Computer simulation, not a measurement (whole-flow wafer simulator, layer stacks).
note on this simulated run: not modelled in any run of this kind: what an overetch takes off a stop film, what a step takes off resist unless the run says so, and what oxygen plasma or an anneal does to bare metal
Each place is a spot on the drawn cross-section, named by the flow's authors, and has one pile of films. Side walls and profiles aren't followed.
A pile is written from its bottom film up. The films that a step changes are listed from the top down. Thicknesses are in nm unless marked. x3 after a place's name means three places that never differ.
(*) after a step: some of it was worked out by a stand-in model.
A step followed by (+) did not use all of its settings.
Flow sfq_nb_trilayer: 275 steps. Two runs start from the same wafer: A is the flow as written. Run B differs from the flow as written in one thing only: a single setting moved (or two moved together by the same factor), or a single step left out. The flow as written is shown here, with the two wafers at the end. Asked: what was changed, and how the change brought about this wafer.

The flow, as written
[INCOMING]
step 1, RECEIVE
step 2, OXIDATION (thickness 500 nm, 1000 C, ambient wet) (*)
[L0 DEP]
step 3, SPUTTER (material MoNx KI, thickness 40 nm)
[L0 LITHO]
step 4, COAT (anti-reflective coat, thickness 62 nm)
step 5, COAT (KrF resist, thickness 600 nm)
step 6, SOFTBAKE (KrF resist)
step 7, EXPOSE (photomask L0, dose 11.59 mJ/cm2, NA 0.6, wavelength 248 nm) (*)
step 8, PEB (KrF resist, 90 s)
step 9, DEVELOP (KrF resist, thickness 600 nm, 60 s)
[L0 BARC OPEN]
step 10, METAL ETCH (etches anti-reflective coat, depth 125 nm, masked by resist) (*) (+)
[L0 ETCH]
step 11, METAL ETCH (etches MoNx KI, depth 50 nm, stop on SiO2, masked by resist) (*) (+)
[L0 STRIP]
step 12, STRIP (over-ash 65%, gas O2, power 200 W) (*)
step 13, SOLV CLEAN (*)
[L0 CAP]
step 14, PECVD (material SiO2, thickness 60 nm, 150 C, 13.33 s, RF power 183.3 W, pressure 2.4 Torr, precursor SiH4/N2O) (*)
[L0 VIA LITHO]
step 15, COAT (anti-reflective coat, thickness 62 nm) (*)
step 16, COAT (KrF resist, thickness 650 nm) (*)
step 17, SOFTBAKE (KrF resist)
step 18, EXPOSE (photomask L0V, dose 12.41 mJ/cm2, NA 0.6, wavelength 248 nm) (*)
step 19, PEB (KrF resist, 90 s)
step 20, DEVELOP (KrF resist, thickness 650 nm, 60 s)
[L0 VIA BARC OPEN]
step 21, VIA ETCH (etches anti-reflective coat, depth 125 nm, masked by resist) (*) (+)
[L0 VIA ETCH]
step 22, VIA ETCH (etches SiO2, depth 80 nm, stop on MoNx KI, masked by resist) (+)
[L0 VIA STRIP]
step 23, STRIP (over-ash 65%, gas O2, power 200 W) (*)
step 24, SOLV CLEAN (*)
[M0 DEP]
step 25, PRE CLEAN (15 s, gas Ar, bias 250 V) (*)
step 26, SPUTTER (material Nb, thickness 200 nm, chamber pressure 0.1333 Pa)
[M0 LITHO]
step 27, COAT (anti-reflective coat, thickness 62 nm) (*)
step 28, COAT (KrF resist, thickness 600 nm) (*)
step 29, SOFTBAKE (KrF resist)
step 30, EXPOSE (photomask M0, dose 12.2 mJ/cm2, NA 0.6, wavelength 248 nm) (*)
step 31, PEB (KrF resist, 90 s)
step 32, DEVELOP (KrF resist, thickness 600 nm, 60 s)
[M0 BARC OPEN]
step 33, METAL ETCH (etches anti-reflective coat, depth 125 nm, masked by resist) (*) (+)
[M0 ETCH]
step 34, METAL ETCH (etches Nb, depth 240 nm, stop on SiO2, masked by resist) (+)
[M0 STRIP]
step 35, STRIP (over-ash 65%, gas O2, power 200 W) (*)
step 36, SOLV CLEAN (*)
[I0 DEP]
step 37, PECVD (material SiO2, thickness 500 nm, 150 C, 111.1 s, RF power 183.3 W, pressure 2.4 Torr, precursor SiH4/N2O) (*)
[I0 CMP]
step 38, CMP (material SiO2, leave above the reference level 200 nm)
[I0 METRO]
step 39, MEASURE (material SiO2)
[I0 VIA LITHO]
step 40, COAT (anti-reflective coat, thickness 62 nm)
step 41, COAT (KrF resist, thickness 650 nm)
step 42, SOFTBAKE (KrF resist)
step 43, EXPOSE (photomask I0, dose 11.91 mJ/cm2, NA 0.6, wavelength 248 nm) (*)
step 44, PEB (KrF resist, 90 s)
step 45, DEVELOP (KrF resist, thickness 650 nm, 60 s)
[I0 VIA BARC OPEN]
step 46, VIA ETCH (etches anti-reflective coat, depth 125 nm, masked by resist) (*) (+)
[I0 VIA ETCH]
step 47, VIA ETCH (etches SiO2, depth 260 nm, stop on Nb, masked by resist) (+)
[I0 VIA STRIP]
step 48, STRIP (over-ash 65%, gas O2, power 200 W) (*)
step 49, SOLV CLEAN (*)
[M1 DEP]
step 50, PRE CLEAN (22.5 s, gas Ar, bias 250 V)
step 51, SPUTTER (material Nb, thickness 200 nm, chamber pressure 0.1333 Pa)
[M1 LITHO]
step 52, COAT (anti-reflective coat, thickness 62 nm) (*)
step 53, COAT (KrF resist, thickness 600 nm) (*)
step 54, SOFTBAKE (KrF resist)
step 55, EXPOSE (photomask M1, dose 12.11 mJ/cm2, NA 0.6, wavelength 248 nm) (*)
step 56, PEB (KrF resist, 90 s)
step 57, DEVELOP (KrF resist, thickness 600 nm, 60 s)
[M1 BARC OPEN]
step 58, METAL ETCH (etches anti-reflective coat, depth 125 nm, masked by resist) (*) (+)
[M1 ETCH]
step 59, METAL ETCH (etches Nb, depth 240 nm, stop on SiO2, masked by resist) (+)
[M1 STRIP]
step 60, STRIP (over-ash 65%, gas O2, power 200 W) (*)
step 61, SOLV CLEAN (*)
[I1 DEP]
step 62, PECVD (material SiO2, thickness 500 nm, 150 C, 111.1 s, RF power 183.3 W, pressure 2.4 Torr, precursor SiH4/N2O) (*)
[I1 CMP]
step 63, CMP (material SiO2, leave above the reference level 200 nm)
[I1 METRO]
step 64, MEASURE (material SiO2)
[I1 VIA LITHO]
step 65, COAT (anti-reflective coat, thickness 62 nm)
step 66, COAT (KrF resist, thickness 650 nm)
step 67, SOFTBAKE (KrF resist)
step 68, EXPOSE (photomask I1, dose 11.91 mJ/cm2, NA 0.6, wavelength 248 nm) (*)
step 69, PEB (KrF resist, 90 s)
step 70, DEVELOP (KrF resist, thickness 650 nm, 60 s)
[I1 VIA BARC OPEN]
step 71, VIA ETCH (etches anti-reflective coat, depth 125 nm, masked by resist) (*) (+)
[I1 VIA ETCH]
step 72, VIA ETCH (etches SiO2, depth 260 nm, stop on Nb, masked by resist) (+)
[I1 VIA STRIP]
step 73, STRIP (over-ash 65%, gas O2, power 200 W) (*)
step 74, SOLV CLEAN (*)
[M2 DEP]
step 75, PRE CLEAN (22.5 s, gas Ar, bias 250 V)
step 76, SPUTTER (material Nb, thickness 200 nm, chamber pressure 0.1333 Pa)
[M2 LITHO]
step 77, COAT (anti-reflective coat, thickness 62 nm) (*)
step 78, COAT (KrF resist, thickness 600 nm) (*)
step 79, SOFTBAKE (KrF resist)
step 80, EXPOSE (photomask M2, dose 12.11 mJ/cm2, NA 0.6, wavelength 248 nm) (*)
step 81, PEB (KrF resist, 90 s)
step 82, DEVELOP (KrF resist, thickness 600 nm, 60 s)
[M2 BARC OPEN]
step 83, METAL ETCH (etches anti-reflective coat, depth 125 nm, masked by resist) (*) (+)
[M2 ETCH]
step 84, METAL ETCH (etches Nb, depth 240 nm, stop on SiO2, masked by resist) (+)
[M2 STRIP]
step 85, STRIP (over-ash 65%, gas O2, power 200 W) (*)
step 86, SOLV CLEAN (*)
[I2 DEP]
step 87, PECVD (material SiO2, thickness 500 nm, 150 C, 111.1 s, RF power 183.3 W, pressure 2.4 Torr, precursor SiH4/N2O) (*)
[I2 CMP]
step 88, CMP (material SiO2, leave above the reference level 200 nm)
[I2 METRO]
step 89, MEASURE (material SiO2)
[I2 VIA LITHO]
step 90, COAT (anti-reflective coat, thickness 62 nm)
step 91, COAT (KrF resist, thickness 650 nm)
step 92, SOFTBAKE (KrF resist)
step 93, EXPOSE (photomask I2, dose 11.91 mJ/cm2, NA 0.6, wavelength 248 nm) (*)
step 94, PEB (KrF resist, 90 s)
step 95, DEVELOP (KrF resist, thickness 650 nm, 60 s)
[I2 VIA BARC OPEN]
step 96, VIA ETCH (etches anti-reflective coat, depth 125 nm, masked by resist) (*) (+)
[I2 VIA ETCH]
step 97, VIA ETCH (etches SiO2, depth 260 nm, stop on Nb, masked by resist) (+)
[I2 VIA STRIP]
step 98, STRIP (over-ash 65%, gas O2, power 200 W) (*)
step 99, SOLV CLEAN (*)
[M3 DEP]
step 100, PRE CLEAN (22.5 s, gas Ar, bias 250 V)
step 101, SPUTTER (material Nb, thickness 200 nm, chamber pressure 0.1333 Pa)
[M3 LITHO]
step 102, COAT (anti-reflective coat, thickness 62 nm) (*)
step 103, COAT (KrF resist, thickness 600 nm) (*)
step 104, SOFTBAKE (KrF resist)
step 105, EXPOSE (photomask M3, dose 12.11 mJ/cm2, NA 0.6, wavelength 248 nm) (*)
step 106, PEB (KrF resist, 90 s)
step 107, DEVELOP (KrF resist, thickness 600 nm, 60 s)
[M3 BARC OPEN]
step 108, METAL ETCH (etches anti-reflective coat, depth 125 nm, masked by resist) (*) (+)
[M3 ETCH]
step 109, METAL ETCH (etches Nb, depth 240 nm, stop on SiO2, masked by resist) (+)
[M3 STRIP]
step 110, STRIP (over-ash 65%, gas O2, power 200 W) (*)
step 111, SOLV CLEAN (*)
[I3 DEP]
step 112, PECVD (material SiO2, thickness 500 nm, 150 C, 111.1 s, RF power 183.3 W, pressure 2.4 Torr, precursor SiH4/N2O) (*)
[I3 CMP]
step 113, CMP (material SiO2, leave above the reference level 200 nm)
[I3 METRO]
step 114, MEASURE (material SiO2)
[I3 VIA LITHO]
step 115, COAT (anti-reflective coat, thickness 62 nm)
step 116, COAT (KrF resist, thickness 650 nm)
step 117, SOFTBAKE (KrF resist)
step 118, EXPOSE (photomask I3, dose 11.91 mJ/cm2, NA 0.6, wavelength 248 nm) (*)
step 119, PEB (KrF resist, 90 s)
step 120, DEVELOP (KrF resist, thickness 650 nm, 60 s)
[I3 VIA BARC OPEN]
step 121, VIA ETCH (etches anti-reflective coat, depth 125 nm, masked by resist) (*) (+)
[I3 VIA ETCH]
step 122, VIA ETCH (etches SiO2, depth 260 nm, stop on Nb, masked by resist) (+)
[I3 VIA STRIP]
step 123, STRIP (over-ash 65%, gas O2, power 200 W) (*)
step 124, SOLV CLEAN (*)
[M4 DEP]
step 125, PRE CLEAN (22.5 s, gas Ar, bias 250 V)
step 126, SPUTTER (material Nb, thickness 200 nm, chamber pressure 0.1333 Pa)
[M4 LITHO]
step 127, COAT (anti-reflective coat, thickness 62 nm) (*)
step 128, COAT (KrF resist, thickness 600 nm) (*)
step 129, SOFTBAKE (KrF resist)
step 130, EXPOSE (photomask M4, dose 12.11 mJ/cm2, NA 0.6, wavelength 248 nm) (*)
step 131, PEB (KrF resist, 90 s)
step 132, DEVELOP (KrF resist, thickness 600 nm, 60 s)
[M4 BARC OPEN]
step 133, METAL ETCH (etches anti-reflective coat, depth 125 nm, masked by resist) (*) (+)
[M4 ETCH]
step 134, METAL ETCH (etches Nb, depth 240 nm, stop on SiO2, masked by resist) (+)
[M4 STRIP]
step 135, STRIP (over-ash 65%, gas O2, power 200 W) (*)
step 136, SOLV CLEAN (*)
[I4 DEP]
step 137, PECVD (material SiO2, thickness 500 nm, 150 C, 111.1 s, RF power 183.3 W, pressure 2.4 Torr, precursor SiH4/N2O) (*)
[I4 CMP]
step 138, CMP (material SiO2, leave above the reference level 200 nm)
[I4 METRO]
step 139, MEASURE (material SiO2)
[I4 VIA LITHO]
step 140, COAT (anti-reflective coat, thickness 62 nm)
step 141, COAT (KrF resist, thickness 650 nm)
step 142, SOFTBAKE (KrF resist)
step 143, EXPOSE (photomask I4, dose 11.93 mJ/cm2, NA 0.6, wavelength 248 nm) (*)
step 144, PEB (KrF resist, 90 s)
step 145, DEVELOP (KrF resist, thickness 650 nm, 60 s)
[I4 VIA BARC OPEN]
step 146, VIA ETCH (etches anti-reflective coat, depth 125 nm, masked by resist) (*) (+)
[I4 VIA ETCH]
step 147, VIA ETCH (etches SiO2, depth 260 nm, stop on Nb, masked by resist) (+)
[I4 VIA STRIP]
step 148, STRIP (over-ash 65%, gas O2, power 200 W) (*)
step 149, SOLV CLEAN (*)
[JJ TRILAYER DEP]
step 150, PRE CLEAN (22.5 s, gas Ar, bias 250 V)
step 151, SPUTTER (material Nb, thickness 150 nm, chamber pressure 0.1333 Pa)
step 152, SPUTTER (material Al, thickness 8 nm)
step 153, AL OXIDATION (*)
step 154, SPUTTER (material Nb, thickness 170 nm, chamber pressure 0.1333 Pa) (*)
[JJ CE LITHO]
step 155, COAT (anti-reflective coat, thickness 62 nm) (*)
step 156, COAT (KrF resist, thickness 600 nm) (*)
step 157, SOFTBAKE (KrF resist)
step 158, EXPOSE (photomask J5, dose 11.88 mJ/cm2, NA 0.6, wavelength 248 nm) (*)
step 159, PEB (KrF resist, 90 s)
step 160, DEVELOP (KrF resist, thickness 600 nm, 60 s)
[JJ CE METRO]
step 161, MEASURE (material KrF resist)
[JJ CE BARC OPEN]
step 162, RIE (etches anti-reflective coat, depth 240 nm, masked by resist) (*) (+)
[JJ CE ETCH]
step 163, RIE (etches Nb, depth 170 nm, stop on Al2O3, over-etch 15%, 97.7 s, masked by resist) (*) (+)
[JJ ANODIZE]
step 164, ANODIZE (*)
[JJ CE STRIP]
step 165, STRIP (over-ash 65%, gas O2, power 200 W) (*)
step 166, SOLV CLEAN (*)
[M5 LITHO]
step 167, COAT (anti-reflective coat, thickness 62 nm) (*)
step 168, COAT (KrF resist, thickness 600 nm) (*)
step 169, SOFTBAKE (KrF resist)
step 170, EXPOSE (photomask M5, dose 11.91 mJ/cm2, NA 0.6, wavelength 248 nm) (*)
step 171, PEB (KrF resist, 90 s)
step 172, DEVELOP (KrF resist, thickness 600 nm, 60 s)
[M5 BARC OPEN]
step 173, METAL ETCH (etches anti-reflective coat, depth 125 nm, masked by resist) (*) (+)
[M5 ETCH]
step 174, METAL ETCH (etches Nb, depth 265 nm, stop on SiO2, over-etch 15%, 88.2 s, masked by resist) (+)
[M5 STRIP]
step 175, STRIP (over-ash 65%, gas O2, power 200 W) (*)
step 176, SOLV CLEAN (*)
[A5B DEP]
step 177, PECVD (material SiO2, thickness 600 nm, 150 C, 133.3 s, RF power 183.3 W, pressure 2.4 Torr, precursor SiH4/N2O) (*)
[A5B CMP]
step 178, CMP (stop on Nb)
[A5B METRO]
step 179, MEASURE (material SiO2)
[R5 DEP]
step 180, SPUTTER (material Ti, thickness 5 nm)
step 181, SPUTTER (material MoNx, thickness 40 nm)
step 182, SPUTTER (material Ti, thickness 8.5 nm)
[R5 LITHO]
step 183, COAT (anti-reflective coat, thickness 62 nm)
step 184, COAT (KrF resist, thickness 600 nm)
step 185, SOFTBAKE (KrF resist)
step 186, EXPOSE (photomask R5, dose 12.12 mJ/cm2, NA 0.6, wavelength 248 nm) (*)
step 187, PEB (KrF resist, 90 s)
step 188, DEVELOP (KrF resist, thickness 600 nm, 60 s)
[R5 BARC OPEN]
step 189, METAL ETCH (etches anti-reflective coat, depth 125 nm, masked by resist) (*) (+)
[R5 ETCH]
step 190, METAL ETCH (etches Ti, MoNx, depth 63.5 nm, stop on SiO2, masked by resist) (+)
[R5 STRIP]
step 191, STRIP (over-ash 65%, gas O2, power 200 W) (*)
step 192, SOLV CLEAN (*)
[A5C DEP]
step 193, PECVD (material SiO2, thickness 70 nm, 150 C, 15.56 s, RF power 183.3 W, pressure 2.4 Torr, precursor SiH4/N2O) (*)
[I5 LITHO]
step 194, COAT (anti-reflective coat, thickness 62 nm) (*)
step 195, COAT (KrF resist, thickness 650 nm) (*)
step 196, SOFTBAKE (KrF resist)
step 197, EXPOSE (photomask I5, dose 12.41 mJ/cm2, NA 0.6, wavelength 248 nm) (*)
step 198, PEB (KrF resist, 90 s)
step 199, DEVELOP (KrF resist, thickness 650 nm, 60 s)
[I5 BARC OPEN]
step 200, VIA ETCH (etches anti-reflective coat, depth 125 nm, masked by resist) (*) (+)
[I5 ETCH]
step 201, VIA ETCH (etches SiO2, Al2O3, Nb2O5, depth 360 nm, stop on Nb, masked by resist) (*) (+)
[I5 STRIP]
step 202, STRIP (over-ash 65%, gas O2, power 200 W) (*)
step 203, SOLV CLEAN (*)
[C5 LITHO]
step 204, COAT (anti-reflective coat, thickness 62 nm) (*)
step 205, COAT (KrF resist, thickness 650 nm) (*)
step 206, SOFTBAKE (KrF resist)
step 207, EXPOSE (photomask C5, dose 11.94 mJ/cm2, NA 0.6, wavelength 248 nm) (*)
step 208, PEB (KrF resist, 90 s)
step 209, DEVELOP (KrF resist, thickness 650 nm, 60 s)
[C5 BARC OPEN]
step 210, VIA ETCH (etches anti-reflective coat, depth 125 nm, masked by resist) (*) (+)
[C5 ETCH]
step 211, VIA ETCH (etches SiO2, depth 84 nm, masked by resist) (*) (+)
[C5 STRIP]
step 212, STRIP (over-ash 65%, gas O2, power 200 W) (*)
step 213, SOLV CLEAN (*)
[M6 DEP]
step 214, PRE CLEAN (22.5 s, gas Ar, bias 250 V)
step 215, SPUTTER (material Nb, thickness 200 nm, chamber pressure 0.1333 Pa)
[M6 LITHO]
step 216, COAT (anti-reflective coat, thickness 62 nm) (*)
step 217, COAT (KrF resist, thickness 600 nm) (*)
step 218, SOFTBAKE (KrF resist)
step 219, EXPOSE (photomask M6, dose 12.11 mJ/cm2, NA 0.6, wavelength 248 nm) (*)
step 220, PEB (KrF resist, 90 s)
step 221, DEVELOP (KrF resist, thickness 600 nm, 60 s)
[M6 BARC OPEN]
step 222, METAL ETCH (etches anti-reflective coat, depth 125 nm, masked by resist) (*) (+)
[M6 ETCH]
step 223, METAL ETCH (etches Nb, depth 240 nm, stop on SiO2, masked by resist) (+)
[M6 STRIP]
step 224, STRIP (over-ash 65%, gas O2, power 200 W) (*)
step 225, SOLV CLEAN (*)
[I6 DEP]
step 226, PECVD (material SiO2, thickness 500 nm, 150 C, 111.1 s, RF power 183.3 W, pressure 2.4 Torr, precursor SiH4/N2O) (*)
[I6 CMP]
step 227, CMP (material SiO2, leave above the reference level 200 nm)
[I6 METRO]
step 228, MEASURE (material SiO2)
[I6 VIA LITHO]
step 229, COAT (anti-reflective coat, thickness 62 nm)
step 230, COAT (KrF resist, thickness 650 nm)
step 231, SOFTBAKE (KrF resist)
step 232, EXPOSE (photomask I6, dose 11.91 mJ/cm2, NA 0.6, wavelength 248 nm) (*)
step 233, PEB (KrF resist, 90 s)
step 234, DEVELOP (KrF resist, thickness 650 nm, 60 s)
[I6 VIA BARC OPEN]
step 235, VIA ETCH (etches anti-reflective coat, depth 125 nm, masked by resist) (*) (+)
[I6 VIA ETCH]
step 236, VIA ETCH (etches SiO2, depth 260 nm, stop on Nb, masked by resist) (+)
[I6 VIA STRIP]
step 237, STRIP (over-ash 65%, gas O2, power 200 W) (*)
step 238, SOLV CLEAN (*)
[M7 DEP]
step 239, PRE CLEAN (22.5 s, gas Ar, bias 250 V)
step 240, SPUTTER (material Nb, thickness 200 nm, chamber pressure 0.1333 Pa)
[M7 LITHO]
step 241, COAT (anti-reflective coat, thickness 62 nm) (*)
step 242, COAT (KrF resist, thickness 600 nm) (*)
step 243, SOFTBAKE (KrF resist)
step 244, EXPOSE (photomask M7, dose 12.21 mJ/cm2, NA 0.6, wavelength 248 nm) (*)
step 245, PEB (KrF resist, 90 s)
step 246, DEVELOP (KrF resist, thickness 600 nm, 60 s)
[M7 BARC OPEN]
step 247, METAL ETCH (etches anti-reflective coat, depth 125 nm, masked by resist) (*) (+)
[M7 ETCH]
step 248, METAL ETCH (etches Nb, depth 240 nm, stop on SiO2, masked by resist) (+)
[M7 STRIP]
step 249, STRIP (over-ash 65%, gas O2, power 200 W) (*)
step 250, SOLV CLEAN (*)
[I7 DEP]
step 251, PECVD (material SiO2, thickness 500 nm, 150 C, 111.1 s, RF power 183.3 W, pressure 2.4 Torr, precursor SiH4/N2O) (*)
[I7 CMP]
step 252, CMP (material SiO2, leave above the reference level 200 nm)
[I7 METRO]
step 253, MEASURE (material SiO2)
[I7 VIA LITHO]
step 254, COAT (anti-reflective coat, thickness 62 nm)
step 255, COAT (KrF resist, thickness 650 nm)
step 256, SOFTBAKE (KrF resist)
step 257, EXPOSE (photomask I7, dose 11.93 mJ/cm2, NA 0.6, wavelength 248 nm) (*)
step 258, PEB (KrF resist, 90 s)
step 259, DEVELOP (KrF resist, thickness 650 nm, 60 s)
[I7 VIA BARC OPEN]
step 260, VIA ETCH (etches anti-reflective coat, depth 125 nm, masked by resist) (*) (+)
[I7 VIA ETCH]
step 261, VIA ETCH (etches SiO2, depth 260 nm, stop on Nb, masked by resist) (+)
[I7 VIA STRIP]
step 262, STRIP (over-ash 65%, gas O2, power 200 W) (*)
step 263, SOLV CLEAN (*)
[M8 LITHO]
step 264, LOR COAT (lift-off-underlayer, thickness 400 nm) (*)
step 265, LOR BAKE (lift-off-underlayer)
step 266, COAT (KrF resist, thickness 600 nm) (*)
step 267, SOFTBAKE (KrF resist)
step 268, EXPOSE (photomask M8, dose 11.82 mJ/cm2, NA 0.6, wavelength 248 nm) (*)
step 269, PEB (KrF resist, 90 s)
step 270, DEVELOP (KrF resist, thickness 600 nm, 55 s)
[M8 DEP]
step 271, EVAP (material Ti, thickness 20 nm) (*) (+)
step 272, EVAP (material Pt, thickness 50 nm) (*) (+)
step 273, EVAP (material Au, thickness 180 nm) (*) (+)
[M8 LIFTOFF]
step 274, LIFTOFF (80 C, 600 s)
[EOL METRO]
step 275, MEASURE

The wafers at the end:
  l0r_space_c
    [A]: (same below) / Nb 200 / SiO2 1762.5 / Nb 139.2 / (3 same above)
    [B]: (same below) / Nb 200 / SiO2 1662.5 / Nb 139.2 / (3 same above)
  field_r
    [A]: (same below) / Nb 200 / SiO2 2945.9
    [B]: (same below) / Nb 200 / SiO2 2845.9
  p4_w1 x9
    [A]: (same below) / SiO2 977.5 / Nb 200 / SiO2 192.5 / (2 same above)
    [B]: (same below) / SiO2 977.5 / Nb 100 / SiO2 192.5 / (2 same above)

The reason: step 101, SPUTTER: thickness 100 nm was run, while the flow as written has thickness 200 nm.
One can read it off the wafer: p4_w1 x9 has Nb 100, and step 101 as written asks for 200 nm.

How this came from the change, step by step:
  step 101, SPUTTER (material Nb, thickness 200 nm, chamber pressure 0.1333 Pa)
      field_l, v_sur, via_wl and 102 more: A Nb gains 200 (new film) | B Nb gains 100 (new film)
      via_w: A Nb gains 165.5 | B Nb gains 82.4
  step 102, COAT (anti-reflective coat, thickness 62 nm) (*)
      via_wl, via_wr: A anti-reflective coat gains 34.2 (new film) | B anti-reflective coat gains 32.8 (new film)
      via_w: A anti-reflective coat gains 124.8 (new film) | B anti-reflective coat gains 119.8 (new film)
  step 109, METAL ETCH (etches Nb, depth 240 nm, stop on SiO2, masked by resist) (+)
      field_l, be, be_sur and 72 more: A Nb loses 200 (all of it) | B Nb loses 100 (all of it)
      v_sur, via_wl, via_w and 28 more: A KrF resist loses 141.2 | B KrF resist loses 88.2
  step 110, STRIP (over-ash 65%, gas O2, power 200 W) (*)
      p4_w1 x9, wl_j_sl, wl_jj and 13 more: A KrF resist loses 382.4 (all of it), anti-reflective coat loses 62 (all of it) | B KrF resist loses 435.3 (all of it), anti-reflective coat loses 62 (all of it)
      via_wl, via_wr: A KrF resist loses 384.2 (all of it), anti-reflective coat loses 34.2 (all of it) | B KrF resist loses 439.7 (all of it), anti-reflective coat loses 32.8 (all of it)
      (as well as at 5 more places)
  step 112, PECVD (material SiO2, thickness 500 nm, 150 C, 111.1 s, RF power 183.3 W, pressure 2.4 Torr, precursor SiH4/N2O) (*)
      p4_g1 x2, p3_s0 x6: A SiO2 gains 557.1 | B SiO2 gains 500
      via_w: A SiO2 gains 615 (new film) | B SiO2 gains 587.2 (new film)
  step 113, CMP (material SiO2, leave above the reference level 200 nm)
      field_l, be, be_sur and 64 more: A SiO2 loses 100 | B SiO2 loses 200
      p4_g1 x2, p3_s0 x6: A SiO2 loses 157.1 | B SiO2 loses 200
      (as well as at 1 more place)
